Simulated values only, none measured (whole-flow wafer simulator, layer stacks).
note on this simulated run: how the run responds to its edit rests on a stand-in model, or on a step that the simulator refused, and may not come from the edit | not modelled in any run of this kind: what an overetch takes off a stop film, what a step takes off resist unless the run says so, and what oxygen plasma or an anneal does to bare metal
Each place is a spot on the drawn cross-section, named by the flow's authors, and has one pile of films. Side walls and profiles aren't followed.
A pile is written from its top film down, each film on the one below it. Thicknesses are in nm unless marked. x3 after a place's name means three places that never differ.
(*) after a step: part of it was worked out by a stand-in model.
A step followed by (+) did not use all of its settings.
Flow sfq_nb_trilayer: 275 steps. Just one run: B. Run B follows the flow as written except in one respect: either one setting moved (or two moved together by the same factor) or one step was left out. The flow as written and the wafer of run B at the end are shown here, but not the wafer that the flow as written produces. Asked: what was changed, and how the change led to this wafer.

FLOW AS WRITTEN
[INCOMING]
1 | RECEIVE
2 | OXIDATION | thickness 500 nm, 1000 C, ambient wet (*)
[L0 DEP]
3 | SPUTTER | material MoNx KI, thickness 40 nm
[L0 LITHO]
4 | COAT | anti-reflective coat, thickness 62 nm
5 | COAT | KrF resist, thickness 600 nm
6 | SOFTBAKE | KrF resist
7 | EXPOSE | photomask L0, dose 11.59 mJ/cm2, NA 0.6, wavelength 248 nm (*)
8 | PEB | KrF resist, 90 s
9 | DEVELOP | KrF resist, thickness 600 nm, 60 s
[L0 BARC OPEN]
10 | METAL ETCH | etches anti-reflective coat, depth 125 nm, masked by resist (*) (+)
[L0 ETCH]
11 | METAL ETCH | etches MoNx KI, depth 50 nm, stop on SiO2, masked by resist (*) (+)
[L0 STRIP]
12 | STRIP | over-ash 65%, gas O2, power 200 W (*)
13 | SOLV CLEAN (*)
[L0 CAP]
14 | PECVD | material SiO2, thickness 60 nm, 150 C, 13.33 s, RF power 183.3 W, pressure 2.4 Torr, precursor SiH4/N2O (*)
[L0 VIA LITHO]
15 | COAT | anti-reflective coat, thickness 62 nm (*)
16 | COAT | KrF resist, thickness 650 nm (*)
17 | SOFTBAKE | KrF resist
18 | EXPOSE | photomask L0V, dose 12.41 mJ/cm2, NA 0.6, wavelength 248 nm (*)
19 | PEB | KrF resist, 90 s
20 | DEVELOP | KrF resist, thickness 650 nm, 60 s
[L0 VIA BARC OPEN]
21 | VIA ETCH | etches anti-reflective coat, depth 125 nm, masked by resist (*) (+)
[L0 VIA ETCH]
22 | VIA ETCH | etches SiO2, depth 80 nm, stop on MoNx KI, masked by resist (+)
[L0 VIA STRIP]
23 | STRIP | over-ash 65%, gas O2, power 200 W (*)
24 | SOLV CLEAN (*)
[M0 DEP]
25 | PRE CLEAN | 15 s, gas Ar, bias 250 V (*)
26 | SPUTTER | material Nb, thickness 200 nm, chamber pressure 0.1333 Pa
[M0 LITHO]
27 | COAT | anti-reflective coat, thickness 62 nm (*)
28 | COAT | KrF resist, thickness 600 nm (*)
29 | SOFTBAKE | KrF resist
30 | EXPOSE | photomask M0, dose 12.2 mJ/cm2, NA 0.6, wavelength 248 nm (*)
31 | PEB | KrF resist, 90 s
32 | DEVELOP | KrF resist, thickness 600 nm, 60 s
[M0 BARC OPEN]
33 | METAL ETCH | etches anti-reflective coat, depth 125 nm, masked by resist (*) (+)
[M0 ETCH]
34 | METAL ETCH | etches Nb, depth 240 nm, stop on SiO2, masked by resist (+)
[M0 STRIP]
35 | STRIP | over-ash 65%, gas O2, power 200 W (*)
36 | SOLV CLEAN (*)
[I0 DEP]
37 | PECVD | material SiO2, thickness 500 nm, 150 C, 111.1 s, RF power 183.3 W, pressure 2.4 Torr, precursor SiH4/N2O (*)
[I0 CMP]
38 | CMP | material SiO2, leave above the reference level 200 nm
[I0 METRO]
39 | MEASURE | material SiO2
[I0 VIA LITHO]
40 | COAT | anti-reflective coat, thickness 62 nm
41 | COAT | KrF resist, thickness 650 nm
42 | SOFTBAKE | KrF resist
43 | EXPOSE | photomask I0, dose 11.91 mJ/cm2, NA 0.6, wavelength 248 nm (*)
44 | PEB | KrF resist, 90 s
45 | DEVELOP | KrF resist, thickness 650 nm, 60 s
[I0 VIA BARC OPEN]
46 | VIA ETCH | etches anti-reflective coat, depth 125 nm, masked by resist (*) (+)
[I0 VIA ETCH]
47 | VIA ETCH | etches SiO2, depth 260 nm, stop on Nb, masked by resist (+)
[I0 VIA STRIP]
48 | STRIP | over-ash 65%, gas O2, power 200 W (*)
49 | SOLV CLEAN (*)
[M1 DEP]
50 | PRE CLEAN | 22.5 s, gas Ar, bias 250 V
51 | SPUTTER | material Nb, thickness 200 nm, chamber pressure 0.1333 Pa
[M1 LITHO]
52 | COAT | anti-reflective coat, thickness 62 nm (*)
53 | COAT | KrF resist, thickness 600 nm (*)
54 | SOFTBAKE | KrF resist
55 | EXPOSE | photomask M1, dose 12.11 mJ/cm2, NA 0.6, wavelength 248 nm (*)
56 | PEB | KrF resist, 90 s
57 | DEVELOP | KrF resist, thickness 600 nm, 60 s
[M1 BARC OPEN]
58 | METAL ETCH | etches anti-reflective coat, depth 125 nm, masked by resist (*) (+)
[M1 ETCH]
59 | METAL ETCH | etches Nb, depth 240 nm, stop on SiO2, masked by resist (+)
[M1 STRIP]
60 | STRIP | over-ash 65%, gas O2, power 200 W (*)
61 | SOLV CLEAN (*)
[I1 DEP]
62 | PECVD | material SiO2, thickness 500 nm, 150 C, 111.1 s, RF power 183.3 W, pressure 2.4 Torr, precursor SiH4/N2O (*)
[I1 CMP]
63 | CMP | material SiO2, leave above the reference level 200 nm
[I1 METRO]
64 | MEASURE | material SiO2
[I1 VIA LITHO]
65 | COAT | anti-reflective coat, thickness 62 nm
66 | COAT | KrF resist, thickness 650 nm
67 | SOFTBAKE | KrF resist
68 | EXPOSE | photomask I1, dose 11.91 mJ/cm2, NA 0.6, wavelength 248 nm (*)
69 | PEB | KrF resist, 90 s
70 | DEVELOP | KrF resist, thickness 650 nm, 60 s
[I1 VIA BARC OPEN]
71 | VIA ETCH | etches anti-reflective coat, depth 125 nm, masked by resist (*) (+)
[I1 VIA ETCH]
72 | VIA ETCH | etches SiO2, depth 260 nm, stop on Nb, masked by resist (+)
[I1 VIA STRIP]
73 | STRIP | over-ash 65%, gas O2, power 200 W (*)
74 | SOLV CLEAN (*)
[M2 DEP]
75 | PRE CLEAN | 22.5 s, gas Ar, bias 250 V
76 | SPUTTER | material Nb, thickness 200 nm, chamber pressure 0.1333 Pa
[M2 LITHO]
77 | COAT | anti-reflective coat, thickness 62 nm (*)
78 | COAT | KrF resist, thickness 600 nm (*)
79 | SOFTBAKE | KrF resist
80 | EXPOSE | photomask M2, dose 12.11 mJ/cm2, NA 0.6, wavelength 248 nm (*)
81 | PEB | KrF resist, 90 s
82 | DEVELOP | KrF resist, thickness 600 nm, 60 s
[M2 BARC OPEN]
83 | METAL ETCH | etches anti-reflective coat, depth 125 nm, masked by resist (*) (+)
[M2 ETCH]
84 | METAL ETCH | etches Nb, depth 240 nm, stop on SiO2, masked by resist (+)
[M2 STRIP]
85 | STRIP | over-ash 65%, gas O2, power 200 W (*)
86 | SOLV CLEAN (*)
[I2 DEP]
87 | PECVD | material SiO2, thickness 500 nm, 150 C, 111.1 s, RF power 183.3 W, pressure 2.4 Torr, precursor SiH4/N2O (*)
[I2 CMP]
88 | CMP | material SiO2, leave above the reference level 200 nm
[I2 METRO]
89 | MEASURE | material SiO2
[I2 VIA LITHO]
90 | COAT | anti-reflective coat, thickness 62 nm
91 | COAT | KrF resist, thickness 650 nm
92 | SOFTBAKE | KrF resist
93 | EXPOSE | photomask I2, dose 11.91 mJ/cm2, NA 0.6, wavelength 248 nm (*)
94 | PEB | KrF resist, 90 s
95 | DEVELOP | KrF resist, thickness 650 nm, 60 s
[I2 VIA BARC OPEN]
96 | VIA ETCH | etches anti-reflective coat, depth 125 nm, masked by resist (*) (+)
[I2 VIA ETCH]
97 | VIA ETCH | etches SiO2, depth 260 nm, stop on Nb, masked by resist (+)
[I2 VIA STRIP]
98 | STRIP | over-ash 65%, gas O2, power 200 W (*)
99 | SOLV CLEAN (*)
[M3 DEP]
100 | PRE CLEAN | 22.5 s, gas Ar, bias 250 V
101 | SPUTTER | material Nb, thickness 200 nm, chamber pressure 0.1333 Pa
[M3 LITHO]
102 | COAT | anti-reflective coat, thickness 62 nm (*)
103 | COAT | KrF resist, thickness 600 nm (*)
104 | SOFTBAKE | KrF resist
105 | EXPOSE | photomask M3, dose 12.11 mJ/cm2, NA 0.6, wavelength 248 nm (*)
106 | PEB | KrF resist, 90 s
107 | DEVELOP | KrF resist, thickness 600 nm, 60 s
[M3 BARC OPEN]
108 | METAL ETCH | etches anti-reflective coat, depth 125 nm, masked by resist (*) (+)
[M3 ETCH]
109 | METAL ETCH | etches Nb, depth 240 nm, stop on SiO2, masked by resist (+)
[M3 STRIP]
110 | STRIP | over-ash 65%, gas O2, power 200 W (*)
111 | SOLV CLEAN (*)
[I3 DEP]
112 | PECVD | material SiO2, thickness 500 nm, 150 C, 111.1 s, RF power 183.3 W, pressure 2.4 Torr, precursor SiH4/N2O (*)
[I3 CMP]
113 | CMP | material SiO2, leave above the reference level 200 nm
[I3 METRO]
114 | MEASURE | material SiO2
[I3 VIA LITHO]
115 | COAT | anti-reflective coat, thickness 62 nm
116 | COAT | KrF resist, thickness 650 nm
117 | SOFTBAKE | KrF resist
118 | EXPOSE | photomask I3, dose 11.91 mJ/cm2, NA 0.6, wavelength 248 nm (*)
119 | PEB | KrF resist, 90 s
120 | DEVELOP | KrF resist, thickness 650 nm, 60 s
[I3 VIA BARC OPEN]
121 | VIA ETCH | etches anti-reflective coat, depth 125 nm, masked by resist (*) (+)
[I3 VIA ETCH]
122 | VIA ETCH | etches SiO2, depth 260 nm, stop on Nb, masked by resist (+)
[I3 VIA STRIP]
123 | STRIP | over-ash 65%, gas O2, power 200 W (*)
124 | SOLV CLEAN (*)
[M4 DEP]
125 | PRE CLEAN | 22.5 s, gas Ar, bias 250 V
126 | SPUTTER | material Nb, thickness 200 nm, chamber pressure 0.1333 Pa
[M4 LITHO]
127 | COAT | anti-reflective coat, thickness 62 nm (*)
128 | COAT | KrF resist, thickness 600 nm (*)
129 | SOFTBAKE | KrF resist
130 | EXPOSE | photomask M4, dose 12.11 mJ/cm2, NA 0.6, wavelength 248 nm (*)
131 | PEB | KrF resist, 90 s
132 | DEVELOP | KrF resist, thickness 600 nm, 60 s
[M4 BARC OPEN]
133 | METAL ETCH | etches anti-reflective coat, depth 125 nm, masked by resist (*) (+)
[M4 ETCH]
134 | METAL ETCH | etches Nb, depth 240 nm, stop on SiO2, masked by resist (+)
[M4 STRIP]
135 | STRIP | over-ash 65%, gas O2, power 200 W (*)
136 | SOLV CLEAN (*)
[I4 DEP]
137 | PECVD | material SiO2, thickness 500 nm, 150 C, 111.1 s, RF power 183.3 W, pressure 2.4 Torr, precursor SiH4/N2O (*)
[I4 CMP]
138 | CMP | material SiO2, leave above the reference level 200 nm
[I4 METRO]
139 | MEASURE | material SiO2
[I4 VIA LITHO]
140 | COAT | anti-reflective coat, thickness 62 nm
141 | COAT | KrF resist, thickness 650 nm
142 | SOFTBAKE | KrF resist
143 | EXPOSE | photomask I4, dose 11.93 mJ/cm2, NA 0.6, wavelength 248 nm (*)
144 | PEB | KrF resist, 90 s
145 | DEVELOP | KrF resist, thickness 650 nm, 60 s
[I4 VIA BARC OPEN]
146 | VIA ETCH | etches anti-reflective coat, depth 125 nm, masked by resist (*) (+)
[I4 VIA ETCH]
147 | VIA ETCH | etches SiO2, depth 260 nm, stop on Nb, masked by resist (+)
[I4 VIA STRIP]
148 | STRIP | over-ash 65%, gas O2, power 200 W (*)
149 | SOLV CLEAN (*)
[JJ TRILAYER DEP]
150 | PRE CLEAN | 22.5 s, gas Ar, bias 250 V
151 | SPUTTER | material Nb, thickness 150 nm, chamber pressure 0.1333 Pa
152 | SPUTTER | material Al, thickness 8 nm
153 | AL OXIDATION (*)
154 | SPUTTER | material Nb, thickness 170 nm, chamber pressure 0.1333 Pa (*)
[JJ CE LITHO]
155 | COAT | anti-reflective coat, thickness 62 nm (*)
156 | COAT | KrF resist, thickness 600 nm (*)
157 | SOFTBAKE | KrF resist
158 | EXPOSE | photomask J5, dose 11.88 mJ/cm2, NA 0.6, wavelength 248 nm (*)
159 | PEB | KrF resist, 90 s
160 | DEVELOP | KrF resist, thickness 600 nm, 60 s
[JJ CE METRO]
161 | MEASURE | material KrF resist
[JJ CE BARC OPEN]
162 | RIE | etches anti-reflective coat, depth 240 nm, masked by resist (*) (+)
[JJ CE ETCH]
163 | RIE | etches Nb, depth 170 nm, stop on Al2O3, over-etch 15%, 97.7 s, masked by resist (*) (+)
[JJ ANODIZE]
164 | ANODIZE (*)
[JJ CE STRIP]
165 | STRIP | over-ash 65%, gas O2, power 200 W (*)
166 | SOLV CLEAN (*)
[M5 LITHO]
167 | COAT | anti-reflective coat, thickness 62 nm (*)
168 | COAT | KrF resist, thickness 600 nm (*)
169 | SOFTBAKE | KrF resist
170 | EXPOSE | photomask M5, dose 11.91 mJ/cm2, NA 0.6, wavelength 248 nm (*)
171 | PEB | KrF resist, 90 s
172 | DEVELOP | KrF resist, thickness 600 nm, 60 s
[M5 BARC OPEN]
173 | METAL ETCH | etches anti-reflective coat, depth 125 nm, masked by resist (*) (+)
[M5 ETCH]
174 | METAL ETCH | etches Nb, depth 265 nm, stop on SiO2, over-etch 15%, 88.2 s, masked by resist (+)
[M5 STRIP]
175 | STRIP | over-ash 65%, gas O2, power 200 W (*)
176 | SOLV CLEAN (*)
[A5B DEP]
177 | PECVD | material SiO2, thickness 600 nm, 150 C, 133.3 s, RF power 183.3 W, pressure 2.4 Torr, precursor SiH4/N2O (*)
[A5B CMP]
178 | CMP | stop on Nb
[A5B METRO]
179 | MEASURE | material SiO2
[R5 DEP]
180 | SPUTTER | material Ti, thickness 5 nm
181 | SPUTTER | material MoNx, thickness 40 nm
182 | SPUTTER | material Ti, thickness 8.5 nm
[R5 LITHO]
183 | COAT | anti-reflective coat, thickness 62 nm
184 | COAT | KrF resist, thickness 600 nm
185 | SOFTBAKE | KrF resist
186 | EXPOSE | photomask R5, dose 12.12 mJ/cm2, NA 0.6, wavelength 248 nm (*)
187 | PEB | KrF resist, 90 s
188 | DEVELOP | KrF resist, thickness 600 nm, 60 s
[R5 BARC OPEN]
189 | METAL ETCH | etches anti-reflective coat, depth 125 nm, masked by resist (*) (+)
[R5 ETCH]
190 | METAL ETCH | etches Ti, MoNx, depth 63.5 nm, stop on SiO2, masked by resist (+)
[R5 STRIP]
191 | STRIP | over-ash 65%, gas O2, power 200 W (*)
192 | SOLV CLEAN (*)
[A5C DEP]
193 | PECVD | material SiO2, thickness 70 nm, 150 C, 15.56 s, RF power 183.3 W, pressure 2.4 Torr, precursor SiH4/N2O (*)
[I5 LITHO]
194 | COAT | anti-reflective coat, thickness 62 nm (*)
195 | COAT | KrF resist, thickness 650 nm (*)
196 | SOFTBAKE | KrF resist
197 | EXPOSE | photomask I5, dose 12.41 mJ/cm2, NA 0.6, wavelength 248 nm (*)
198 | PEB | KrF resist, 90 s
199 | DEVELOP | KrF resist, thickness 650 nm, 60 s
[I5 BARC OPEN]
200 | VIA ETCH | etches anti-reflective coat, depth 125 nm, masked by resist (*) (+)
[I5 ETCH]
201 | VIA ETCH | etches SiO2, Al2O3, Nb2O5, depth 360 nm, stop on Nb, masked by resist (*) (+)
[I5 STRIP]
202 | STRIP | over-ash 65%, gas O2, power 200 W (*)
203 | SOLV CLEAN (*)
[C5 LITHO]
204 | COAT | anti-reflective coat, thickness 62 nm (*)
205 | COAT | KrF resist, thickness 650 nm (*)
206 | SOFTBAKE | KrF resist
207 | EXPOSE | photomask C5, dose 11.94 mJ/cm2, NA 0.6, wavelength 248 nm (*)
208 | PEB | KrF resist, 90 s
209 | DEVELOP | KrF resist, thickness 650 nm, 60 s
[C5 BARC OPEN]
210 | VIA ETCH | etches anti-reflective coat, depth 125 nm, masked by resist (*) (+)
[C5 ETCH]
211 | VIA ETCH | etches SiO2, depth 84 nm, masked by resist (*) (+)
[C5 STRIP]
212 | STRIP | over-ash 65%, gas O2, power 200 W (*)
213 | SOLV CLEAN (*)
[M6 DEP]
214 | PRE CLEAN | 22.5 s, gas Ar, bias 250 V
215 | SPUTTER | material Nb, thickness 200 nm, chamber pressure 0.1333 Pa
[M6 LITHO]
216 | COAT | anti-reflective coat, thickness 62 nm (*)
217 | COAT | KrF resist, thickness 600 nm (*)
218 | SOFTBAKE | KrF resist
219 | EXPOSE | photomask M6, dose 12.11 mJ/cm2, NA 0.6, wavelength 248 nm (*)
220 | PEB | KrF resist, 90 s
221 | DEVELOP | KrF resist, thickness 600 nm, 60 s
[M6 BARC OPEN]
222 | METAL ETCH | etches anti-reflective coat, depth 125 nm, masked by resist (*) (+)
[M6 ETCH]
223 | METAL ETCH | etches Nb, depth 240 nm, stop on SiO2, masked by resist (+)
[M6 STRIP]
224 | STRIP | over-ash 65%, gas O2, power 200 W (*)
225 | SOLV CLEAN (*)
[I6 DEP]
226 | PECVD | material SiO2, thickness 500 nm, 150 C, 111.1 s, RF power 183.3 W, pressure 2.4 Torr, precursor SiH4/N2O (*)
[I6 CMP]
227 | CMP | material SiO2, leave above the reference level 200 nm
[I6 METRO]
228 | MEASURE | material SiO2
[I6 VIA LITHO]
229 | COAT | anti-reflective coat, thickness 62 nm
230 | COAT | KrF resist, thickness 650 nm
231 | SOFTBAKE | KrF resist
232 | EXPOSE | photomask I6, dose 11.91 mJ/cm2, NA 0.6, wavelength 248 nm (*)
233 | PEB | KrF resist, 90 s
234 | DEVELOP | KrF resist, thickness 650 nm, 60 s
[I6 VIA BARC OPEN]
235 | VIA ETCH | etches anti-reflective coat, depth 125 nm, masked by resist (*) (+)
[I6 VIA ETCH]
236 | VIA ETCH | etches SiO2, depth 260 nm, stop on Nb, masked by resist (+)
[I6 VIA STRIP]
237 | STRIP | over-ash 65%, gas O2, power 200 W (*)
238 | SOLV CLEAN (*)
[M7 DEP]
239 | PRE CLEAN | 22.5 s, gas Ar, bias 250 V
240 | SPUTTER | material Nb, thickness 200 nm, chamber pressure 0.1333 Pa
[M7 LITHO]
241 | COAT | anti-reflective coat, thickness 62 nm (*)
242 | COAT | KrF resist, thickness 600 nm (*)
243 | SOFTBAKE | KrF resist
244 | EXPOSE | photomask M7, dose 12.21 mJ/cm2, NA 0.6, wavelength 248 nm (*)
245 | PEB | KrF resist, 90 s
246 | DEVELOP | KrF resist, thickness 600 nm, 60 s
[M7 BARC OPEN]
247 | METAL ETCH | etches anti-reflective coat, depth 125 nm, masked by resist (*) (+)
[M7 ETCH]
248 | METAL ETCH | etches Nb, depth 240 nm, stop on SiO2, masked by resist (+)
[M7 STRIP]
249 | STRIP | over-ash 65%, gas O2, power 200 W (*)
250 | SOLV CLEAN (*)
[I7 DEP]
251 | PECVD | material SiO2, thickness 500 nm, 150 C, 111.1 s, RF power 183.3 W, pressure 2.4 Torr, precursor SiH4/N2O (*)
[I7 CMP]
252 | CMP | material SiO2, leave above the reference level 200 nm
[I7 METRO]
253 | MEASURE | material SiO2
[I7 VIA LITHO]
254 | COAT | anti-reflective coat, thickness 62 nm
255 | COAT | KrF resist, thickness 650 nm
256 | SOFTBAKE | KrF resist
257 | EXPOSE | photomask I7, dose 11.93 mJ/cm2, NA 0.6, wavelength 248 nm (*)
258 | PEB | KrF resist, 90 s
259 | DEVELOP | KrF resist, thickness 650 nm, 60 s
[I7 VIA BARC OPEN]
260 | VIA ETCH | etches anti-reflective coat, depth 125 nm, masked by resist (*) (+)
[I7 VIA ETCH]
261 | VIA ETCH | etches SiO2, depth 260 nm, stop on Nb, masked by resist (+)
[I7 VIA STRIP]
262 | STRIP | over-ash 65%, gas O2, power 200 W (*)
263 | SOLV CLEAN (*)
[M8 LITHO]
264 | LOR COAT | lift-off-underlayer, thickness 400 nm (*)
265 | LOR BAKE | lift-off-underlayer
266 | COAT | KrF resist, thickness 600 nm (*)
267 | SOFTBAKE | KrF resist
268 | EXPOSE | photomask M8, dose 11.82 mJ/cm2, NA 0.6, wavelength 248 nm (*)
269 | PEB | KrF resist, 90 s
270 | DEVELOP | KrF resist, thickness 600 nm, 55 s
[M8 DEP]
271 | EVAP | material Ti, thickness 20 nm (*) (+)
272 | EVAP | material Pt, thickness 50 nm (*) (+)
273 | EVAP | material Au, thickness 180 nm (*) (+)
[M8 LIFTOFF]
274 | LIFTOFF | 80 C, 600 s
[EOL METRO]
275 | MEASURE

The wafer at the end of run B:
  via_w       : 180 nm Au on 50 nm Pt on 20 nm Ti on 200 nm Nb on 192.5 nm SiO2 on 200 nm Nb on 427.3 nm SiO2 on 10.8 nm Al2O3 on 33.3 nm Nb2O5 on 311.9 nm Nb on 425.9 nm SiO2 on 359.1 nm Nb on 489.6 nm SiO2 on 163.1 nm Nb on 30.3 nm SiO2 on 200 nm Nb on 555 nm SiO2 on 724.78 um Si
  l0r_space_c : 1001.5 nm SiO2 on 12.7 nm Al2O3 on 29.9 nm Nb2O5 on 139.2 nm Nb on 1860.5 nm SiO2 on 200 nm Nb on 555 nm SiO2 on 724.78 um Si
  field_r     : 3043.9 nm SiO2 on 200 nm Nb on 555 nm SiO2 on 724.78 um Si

What caused this: step 38, CMP: leave above the reference level 298 nm was run, whereas the flow has leave above the reference level 200 nm.

The path from the change to this, step by step:
  38 | CMP | material SiO2, leave above the reference level 200 nm
      v_sur, via_wl, via_w and 94 more: SiO2 loses 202 (as written it would have been: SiO2 loses 300)
      field_l, l0_sur, l0r_line_l, l0r_line_c, l0r_line_r: SiO2 loses 242 (as written it would have been: SiO2 loses 340)
      (also at 4 further places)
  47 | VIA ETCH | etches SiO2, depth 260 nm, stop on Nb, masked by resist (+)
      via_w: SiO2 loses 260 (as written it would have been: SiO2 loses 199.8 (all of it))
  50 | PRE CLEAN | 22.5 s, gas Ar, bias 250 V
      via_w: SiO2 loses 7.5 (as written it would have been: Nb loses 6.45)
  51 | SPUTTER | material Nb, thickness 200 nm, chamber pressure 0.1333 Pa
      via_w: Nb gains 163.1 (new film) (as written it would have been: Nb gains 174.5)
  52 | COAT | anti-reflective coat, thickness 62 nm (*)
      via_w: anti-reflective coat gains 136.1 (new film) (as written it would have been: anti-reflective coat gains 123.1 (new film))
      via_wr: anti-reflective coat gains 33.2 (new film) (as written it would have been: anti-reflective coat gains 34.9 (new film))
  53 | COAT | KrF resist, thickness 600 nm (*)
      via_w: KrF resist gains 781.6 (new film) (as written it would have been: KrF resist gains 731.8 (new film))
  60 | STRIP | over-ash 65%, gas O2, power 200 W (*)
      via_w: KrF resist loses 563.6 (all of it), anti-reflective coat loses 136.1 (all of it) (as written it would have been: KrF resist loses 513.8 (all of it), anti-reflective coat loses 123.1 (all of it))
      via_wr: KrF resist loses 378.6 (all of it), anti-reflective coat loses 33.2 (all of it) (as written it would have been: KrF resist loses 384.4 (all of it), anti-reflective coat loses 34.9 (all of it))
  62 | PECVD | material SiO2, thickness 500 nm, 150 C, 111.1 s, RF power 183.3 W, pressure 2.4 Torr, precursor SiH4/N2O (*)
      via_w: SiO2 gains 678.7 (new film) (as written it would have been: SiO2 gains 606 (new film))
With metal films that touch counted as one body, via_w has 6 bodies (between them, from the top down: SiO2 192.5; SiO2 427.3 / Al2O3 10.8 / Nb2O5 33.3; SiO2 425.9; SiO2 489.6; SiO2 30.3); the flow as written gives 5 bodies (between them, from the top down: SiO2 192.5; SiO2 427.3 / Al2O3 10.8 / Nb2O5 33.3; SiO2 425.9; SiO2 416.9).
